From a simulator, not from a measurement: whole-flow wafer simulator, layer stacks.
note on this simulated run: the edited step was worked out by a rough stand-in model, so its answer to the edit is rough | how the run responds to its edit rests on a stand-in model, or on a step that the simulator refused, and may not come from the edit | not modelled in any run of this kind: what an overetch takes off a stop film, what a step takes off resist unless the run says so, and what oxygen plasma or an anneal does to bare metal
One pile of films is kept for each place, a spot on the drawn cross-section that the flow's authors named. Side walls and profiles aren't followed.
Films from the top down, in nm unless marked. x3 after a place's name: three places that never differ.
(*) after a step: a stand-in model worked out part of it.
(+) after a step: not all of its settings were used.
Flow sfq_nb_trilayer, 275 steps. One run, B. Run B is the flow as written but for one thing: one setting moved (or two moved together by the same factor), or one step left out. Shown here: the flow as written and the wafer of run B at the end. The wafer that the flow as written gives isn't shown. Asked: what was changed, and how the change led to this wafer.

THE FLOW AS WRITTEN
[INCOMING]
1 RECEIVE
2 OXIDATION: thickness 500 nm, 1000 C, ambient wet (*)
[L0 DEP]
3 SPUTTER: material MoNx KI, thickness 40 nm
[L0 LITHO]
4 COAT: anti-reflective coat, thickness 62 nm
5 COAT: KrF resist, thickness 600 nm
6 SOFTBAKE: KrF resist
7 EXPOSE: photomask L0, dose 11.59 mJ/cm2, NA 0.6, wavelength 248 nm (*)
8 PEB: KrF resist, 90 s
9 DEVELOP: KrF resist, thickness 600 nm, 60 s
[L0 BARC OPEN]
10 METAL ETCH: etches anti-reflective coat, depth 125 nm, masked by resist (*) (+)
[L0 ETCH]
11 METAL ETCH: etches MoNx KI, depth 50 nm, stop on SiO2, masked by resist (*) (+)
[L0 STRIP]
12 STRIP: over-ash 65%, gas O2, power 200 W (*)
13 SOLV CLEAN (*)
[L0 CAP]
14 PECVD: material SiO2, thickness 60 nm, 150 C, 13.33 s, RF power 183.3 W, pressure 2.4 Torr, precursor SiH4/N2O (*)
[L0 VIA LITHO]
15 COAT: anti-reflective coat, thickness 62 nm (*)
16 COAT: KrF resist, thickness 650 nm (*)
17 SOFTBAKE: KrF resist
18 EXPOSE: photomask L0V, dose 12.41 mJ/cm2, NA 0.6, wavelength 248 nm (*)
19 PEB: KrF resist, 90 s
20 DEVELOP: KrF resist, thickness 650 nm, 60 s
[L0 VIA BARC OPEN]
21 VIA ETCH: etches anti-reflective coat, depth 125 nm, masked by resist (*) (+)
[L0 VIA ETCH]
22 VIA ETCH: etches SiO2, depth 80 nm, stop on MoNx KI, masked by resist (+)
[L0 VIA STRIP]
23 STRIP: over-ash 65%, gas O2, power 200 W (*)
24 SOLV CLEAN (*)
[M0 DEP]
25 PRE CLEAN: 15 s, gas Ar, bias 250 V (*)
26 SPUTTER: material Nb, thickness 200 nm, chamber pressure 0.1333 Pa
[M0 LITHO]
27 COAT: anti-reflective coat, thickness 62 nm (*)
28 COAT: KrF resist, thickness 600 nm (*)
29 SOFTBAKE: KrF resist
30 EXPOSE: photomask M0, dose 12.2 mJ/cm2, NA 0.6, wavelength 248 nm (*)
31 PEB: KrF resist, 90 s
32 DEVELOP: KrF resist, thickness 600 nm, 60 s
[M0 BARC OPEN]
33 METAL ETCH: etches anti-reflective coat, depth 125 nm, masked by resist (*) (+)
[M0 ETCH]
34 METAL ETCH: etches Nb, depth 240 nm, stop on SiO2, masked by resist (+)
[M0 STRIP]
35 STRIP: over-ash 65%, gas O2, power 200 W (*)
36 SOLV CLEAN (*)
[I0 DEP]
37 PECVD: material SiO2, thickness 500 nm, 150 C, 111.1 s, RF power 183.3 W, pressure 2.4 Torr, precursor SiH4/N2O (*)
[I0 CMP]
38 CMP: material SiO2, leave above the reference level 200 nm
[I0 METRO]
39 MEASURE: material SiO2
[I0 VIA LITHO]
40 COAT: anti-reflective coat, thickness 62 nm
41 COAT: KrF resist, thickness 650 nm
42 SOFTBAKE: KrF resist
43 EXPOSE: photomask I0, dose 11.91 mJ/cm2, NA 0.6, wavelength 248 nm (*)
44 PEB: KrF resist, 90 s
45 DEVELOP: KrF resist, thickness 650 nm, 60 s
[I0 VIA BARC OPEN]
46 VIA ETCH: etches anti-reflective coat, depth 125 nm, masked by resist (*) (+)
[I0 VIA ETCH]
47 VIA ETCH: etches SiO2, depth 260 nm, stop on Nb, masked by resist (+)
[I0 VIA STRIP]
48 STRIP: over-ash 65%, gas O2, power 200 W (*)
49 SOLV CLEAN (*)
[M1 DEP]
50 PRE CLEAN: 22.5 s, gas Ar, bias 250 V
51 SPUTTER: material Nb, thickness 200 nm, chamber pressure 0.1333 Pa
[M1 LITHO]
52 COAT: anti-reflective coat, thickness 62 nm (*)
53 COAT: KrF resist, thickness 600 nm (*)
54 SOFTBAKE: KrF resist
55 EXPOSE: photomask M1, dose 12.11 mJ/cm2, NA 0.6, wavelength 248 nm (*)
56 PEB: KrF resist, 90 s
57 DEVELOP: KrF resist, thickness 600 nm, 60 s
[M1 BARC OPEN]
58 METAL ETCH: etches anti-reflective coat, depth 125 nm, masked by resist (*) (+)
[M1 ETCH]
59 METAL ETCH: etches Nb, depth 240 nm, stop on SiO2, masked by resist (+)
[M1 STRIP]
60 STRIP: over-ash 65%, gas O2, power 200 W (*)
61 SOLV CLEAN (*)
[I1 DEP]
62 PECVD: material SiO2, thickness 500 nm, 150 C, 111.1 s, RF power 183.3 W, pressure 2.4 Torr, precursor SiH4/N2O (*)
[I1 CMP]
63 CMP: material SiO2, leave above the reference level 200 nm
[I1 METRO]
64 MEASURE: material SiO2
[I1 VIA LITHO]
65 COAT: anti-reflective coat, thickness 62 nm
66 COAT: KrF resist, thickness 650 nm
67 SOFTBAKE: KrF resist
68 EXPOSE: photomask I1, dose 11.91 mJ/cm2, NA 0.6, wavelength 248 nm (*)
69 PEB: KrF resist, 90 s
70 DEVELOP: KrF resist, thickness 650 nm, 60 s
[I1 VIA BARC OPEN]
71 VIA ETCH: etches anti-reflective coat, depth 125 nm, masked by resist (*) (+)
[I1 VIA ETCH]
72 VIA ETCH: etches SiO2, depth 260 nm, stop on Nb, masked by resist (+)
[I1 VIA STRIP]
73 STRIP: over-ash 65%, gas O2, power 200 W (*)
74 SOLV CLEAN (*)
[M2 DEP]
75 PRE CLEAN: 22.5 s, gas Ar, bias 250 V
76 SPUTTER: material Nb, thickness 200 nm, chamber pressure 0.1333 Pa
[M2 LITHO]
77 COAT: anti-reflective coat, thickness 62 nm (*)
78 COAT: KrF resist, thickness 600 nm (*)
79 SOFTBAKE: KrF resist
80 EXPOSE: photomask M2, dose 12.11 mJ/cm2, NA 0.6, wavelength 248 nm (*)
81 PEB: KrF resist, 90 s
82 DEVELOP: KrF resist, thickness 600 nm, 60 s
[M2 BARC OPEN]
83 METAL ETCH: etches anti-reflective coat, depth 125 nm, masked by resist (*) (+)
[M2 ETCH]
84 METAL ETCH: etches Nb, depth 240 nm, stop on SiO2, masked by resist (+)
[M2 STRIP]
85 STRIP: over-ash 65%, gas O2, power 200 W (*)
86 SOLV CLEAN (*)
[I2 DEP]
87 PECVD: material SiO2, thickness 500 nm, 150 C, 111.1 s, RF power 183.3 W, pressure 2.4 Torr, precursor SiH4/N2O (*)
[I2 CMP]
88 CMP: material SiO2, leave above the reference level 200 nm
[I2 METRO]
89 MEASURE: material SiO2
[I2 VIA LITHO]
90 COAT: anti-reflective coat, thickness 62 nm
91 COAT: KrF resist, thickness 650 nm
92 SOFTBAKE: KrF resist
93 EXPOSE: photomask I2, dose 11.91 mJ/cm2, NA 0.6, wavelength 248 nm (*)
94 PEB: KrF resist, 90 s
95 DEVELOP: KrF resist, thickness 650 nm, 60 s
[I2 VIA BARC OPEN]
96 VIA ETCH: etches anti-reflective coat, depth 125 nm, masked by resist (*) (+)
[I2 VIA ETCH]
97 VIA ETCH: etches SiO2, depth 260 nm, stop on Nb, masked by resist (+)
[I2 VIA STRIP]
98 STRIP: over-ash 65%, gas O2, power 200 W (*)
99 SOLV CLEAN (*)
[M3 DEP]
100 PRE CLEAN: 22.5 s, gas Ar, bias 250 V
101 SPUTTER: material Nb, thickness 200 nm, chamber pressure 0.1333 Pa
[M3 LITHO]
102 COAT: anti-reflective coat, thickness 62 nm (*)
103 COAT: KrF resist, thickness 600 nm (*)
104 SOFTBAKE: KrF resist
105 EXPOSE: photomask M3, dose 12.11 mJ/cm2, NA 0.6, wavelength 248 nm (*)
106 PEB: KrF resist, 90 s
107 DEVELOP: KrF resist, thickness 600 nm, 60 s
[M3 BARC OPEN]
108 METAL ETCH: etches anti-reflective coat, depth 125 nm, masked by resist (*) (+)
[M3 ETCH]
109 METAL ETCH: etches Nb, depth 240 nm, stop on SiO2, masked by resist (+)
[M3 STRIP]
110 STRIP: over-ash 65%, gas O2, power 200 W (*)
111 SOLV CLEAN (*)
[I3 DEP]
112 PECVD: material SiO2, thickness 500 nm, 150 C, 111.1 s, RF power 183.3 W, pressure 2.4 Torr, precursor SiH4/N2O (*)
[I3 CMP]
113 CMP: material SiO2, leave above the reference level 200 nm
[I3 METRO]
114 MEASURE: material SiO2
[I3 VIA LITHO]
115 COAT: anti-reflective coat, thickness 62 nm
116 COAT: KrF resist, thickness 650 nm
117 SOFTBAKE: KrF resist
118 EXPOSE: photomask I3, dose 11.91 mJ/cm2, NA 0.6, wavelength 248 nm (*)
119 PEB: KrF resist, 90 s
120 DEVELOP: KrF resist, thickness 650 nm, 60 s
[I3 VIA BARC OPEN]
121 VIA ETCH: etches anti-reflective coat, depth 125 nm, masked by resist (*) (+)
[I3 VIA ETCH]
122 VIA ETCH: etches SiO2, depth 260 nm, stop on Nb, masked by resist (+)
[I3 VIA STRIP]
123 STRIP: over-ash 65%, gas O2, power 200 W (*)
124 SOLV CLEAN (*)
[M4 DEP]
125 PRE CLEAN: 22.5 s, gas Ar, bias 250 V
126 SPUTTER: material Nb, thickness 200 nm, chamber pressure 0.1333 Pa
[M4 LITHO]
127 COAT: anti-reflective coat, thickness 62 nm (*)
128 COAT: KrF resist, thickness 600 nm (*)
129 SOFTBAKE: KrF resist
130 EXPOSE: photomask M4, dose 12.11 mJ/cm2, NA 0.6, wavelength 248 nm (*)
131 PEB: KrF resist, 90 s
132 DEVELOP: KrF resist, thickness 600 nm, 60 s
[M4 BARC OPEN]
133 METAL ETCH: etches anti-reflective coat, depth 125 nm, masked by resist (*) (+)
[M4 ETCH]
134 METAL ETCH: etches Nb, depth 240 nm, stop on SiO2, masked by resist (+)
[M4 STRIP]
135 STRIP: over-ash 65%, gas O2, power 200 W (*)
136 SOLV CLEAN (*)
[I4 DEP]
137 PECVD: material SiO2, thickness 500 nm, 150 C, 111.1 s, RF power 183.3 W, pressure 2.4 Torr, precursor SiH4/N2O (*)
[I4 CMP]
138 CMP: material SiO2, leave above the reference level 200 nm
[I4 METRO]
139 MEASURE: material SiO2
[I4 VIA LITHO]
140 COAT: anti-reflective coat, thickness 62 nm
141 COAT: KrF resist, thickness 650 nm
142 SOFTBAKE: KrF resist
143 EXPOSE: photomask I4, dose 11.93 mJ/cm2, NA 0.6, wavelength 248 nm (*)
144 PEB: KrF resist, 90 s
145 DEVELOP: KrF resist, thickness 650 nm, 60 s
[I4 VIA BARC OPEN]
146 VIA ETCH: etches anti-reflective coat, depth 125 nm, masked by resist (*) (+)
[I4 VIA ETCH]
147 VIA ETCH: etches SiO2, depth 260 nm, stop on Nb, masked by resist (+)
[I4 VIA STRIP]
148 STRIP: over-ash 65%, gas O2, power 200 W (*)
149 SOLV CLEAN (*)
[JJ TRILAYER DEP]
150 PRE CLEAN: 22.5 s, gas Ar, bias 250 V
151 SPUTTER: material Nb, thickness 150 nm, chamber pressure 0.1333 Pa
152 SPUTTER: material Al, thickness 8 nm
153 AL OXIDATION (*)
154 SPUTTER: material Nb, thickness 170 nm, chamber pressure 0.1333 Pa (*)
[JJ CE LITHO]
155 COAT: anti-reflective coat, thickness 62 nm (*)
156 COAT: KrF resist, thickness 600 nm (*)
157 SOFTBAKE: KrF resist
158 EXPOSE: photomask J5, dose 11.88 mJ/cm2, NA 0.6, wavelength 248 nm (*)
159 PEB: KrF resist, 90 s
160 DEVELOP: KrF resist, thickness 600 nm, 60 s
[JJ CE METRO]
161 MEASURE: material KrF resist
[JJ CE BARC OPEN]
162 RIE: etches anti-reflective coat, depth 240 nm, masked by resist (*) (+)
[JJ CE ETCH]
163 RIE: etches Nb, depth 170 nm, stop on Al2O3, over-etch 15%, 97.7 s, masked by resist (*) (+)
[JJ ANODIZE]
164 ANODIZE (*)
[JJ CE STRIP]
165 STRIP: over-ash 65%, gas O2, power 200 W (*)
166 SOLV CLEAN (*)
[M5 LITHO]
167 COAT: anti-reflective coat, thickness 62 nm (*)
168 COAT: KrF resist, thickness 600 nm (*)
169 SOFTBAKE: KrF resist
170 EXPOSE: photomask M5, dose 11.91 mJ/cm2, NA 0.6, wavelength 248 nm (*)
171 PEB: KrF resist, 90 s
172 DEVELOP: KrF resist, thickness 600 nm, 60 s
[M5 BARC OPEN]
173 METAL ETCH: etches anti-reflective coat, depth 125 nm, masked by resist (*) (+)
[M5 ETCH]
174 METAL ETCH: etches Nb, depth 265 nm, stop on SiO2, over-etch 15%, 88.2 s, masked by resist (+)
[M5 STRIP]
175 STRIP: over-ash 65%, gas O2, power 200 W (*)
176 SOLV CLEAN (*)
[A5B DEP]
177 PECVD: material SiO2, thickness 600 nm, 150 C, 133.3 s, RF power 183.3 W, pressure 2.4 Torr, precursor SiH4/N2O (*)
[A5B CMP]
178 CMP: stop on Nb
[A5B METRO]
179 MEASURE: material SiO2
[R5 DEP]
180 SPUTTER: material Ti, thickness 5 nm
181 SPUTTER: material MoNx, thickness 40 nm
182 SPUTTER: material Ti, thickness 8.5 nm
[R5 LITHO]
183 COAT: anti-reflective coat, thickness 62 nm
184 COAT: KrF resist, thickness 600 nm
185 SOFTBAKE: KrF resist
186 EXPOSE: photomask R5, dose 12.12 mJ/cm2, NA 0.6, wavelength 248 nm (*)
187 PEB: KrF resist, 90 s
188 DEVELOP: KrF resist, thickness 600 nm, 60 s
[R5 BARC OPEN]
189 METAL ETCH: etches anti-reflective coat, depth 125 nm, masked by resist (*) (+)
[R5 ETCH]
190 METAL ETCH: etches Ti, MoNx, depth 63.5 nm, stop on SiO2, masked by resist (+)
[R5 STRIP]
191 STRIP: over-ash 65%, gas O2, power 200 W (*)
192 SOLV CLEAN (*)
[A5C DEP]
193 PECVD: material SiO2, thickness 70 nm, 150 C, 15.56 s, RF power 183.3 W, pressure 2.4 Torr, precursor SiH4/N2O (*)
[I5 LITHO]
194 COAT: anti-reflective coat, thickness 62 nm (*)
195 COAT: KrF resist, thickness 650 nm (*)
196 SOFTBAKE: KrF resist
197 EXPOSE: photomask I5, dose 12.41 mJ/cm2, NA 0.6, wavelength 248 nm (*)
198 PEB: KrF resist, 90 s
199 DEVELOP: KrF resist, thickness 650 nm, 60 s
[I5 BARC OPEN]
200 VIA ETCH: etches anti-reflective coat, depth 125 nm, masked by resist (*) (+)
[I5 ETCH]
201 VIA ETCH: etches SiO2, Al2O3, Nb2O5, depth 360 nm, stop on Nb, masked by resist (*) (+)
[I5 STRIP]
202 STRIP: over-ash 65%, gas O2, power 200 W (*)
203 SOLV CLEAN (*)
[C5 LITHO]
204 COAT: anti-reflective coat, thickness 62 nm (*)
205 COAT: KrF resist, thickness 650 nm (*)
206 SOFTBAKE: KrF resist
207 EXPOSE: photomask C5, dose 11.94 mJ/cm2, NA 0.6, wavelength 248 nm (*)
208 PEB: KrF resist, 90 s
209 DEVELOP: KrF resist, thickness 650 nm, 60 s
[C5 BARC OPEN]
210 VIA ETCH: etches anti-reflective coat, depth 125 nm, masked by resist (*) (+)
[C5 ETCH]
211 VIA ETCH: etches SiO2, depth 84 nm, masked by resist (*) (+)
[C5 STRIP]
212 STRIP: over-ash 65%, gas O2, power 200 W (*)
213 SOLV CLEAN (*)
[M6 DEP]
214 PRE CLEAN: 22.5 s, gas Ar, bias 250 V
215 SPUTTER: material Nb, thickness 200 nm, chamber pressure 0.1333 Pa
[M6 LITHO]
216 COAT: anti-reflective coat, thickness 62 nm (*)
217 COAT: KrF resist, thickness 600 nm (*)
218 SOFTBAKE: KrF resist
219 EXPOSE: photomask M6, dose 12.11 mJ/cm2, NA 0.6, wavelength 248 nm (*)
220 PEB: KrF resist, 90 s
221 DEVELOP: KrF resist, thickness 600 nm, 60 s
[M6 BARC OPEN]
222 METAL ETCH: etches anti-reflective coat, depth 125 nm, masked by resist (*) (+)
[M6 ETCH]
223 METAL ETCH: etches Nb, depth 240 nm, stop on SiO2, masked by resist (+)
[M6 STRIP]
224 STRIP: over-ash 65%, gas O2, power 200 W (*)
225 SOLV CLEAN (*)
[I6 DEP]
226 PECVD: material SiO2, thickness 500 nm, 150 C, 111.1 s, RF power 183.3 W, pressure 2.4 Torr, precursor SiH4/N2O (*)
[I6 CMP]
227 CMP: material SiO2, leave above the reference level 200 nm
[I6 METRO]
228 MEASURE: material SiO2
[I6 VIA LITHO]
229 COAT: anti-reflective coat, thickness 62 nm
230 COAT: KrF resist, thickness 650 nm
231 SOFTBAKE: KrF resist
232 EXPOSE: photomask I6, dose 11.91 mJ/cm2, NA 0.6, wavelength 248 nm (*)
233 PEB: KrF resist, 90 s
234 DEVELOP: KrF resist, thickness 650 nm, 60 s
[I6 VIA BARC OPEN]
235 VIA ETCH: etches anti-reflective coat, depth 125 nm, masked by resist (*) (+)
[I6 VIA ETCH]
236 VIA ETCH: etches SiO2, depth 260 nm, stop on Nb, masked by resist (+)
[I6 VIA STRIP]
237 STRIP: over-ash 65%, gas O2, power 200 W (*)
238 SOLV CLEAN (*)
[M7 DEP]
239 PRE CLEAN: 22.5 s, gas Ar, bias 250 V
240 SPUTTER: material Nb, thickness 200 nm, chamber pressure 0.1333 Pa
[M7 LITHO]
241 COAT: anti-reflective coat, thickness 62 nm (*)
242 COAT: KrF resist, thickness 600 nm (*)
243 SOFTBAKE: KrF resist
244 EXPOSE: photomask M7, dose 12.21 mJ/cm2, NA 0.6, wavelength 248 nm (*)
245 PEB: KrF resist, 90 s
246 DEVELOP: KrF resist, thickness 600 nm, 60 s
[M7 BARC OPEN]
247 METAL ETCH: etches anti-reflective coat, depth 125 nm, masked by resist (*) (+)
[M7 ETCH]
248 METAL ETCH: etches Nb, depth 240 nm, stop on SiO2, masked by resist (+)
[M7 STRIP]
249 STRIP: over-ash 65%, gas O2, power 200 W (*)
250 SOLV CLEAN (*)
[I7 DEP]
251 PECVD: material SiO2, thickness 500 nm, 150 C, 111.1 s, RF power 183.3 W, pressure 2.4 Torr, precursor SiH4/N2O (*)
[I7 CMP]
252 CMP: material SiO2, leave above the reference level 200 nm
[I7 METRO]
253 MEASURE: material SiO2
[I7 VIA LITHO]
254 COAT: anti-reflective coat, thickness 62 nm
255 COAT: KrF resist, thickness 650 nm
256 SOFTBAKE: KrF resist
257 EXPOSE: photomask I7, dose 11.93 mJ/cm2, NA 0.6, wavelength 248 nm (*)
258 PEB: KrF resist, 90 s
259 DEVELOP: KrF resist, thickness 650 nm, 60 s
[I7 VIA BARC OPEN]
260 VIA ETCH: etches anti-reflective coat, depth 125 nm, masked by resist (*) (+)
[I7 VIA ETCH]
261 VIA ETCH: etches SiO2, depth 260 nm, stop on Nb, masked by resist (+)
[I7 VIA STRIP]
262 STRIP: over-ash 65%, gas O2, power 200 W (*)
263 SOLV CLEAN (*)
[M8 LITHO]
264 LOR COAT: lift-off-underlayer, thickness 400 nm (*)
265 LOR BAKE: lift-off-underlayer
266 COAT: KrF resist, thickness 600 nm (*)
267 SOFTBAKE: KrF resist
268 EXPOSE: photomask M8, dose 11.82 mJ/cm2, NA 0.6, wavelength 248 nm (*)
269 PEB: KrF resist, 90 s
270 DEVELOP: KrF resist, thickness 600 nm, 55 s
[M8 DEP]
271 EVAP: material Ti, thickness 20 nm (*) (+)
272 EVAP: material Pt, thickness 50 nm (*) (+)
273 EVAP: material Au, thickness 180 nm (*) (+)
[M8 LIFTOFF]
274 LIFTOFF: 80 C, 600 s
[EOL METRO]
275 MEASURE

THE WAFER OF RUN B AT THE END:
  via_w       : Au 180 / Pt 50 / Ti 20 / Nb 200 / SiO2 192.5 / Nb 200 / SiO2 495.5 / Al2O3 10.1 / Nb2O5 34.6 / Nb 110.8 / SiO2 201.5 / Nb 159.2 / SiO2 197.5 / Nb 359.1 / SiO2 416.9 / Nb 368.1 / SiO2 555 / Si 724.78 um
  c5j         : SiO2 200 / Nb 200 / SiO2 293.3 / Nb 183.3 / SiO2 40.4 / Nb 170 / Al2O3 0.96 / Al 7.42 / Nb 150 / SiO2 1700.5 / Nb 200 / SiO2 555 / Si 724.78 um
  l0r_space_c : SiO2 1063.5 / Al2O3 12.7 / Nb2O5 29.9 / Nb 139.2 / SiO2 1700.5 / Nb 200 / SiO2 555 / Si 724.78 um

The cause: step 112, PECVD: thickness 238 nm was run, where the flow has thickness 500 nm; step 112, PECVD: 52.78 s was run, where the flow has 111.1 s.

How the change led to this, step by step:
  112 PECVD: material SiO2, thickness 500 nm, 150 C, 111.1 s, RF power 183.3 W, pressure 2.4 Torr, precursor SiH4/N2O (*)
      field_l, be, be_sur and 64 more: SiO2 +238 (as written it would be: SiO2 +500)
      v_sur, via_wl, via_wr and 27 more: SiO2 +238 (new film) (as written it would be: SiO2 +500 (new film))
      (and at 9 more places)
  113 CMP: material SiO2, leave above the reference level 200 nm
      field_l, be, be_sur and 64 more: nothing (as written it would be: SiO2 -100)
      p4_g1, p4_g2, p3_s0, p3_s1, p3_s2, p3_s3, p3_s4, p3_s5: nothing (as written it would be: SiO2 -157.1)
      (and at 31 more places)
  115 COAT: anti-reflective coat, thickness 62 nm
      gap, ce_l, ce_r: anti-reflective coat +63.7 (new film) (as written it would be: anti-reflective coat +62 (new film))
      p3_s1, p3_s2, p3_s3: anti-reflective coat +106.1 (new film) (as written it would be: anti-reflective coat +62 (new film))
      (and at 81 more places)
  116 COAT: KrF resist, thickness 650 nm
      m0r_line_l, m6r_line_l, m7r_line_l: KrF resist +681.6 (new film) (as written it would be: KrF resist +650 (new film))
      m0r_space_l, m6r_space_l, m7r_space_l: KrF resist +671.3 (new film) (as written it would be: KrF resist +650 (new film))
      (and at 78 more places)
  120 DEVELOP: KrF resist, thickness 650 nm, 60 s
      via_v: KrF resist -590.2 (all of it) (as written it would be: KrF resist -648.6 (all of it))
  121 VIA ETCH: etches anti-reflective coat, depth 125 nm, masked by resist (*) (+)
      field_l, v_sur, via_wl and 102 more: KrF resist -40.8 (as written it would be: KrF resist -51.7)
      via_v: anti-reflective coat -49 (all of it), SiO2 -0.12 (as written it would be: anti-reflective coat -62 (all of it), SiO2 -0.16)
  123 STRIP: over-ash 65%, gas O2, power 200 W (*)
      field_r, lsp_l, ln_m5: KrF resist -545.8 (all of it), anti-reflective coat -63 (all of it) (as written it would be: KrF resist -528.6 (all of it), anti-reflective coat -62 (all of it))
      m0r_line_l, m6r_line_l, m7r_line_l: KrF resist -571 (all of it), anti-reflective coat -62.2 (all of it) (as written it would be: KrF resist -528.6 (all of it), anti-reflective coat -62 (all of it))
      (and at 99 more places)
  126 SPUTTER: material Nb, thickness 200 nm, chamber pressure 0.1333 Pa
      via_w: Nb +159.2 (new film) (as written it would be: Nb +200 (new film))
  127 COAT: anti-reflective coat, thickness 62 nm (*)
      p3_l1, p3_l2, p3_l3: anti-reflective coat +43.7 (new film) (as written it would be: anti-reflective coat +62 (new film))
      p3_s1, p3_s2, p3_s3: anti-reflective coat +98.8 (new film) (as written it would be: anti-reflective coat +62 (new film))
      (and at 81 more places)
  128 COAT: KrF resist, thickness 600 nm (*)
      m0r_line_l, m6r_line_l, m7r_line_l: KrF resist +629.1 (new film) (as written it would be: KrF resist +600 (new film))
      m0r_space_l, m6r_space_l, m7r_space_l: KrF resist +621.8 (new film) (as written it would be: KrF resist +600 (new film))
      (and at 78 more places)
  132 DEVELOP: KrF resist, thickness 600 nm, 60 s
      m0r_line_l, m6r_line_l, m7r_line_l: KrF resist -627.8 (all of it) (as written it would be: KrF resist -598.7 (all of it))
      m0r_space_l, m6r_space_l, m7r_space_l: KrF resist -620.5 (all of it) (as written it would be: KrF resist -598.7 (all of it))
      (and at 42 more places)
  133 METAL ETCH: etches anti-reflective coat, depth 125 nm, masked by resist (*) (+)
      m5r_linepad_l, m5r_linepad_r, r5r_spacepad_l, r5r_spacepad_r, m8r_pad_l, m8r_pad_r: anti-reflective coat -125 (as written it would be: anti-reflective coat -62 (all of it))
      v_sur, via_wl, via_w and 36 more: KrF resist -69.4 (as written it would be: KrF resist -51.7)
      (and at 45 more places)
  134 METAL ETCH: etches Nb, depth 240 nm, stop on SiO2, masked by resist (+)
      m5r_linepad_l, m5r_linepad_r: anti-reflective coat -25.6 (all of it), Nb -200 (all of it) (as written it would be: Nb -200 (all of it))
      r5r_spacepad_l, r5r_spacepad_r: anti-reflective coat -26 (all of it), Nb -200 (all of it) (as written it would be: Nb -200 (all of it))
      (and at 2 more places)
  135 STRIP: over-ash 65%, gas O2, power 200 W (*)
      v_sur: KrF resist -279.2 (all of it), anti-reflective coat -40 (all of it) (as written it would be: KrF resist -379.9 (all of it), anti-reflective coat -61.4 (all of it))
      via_wl: KrF resist -288.1 (all of it), anti-reflective coat -33.6 (all of it) (as written it would be: KrF resist -379.4 (all of it), anti-reflective coat -61.3 (all of it))
      (and at 37 more places)
  137 PECVD: material SiO2, thickness 500 nm, 150 C, 111.1 s, RF power 183.3 W, pressure 2.4 Torr, precursor SiH4/N2O (*)
      p3_s0, p3_s1, p3_s2, p3_s3, p3_s4, p3_s5: SiO2 +500 (as written it would be: SiO2 +557.1)
      p4_g1, p4_g2: SiO2 +519.1 (new film) (as written it would be: SiO2 +500 (new film))
      (and at 1 more place)
  138 CMP: material SiO2, leave above the reference level 200 nm
      field_l, be, be_sur and 55 more: nothing (as written it would be: SiO2 -100)
      p3_s0, p3_s1, p3_s2, p3_s3, p3_s4, p3_s5: nothing (as written it would be: SiO2 -157.1)
      (and at 12 more places)
  ... 59 more steps ...
  274 LIFTOFF: 80 C, 600 s
      be: Au -180 (all of it), Pt -50 (all of it), Ti -20 (all of it), KrF resist -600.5 (all of it), lift-off-underlayer -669 (all of it) (as written it would be: Au -180 (all of it), Pt -50 (all of it), Ti -20 (all of it), KrF resist -572.1 (all of it), lift-off-underlayer -398.5 (all of it))
      be_sur: Au -180 (all of it), Pt -50 (all of it), Ti -20 (all of it), KrF resist -582.6 (all of it), lift-off-underlayer -376.9 (all of it) (as written it would be: Au -180 (all of it), Pt -50 (all of it), Ti -20 (all of it), KrF resist -572.6 (all of it), lift-off-underlayer -398.9 (all of it))
Counting metal films that touch as one body, via_w has 6 bodies (between them, from the top down: SiO2 192.5; SiO2 495.5 / Al2O3 10.1 / Nb2O5 34.6; SiO2 201.5; SiO2 197.5; SiO2 416.9); the flow as written gives 5 bodies (between them, from the top down: SiO2 192.5; SiO2 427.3 / Al2O3 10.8 / Nb2O5 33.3; SiO2 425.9; SiO2 416.9).
Counting metal films that touch as one body, c5j has 5 bodies (between them, from the top down: SiO2 293.3; SiO2 40.4; Al2O3 0.96; SiO2 1700.5); the flow as written gives 4 bodies (between them, from the top down: SiO2 284.2; Al2O3 0.96; SiO2 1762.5).
